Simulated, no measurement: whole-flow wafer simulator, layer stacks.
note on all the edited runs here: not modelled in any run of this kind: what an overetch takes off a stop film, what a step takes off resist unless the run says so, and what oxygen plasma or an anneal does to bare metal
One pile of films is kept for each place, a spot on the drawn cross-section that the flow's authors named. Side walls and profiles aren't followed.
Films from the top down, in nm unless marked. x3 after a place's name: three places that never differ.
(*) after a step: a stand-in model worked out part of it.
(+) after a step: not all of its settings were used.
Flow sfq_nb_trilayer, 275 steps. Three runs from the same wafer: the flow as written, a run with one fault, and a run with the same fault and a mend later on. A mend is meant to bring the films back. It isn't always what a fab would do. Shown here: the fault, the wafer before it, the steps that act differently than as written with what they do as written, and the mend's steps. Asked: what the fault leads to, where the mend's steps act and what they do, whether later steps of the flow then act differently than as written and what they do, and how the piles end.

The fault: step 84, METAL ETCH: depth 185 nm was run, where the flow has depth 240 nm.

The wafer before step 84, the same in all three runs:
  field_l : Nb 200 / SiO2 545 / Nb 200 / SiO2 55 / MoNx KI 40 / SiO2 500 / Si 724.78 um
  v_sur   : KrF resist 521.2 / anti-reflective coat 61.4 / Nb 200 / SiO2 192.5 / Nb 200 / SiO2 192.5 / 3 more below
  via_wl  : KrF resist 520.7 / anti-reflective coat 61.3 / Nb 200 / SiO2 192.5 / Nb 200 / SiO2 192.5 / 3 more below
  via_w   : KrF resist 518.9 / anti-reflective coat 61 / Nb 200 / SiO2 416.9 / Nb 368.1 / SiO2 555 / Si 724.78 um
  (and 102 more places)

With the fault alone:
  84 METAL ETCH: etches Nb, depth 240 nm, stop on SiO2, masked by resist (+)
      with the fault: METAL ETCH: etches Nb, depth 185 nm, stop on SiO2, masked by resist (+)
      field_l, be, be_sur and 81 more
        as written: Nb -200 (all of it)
        with the fault: Nb -185
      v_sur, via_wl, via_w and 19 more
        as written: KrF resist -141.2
        with the fault: KrF resist -108.8
  Later steps of the flow that act differently than as written:
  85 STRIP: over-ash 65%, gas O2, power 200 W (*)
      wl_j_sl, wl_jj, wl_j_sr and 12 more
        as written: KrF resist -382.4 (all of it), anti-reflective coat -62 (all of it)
        with the fault: KrF resist -414.7 (all of it), anti-reflective coat -62 (all of it)
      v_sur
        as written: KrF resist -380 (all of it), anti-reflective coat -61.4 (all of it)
        with the fault: KrF resist -412.4 (all of it), anti-reflective coat -61.4 (all of it)
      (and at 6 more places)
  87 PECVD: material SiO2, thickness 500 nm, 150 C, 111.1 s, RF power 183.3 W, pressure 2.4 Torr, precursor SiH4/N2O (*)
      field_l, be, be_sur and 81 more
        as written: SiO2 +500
        with the fault: SiO2 +500 (new film)
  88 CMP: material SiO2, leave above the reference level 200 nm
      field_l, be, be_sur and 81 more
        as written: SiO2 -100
        with the fault: SiO2 -115
  At the end the piles differ from the flow's by more than 2% or 0.5 nm, whichever is larger, at field_l, be, be_sur and 81 more.
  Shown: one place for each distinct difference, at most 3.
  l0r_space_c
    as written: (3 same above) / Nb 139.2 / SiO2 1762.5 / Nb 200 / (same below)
    with the fault: (3 same above) / Nb 139.2 / SiO2 1162.5 / Nb 15 / SiO2 585 / Nb 200 / (same below)
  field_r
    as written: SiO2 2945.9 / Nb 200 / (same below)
    with the fault: SiO2 2345.9 / Nb 15 / SiO2 585 / Nb 200 / (same below)
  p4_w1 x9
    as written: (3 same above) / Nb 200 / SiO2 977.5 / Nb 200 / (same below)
    with the fault: (3 same above) / Nb 200 / SiO2 377.5 / Nb 15 / SiO2 585 / Nb 200 / (same below)

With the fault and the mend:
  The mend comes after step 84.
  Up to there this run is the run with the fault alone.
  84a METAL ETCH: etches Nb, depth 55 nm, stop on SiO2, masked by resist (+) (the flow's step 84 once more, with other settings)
      field_l, be, be_sur and 81 more
        Nb -15 (all of it)
      v_sur, via_wl, via_w and 19 more
        KrF resist -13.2
  Later steps of the flow that act differently than as written:
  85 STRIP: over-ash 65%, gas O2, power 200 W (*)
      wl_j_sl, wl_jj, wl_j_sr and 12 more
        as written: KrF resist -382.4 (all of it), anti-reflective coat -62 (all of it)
        with the mend: KrF resist -401.5 (all of it), anti-reflective coat -62 (all of it)
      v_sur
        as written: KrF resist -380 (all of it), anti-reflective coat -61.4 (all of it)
        with the mend: KrF resist -399.2 (all of it), anti-reflective coat -61.4 (all of it)
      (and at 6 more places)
  At the end the piles are the same as the flow's at every place that both follow.
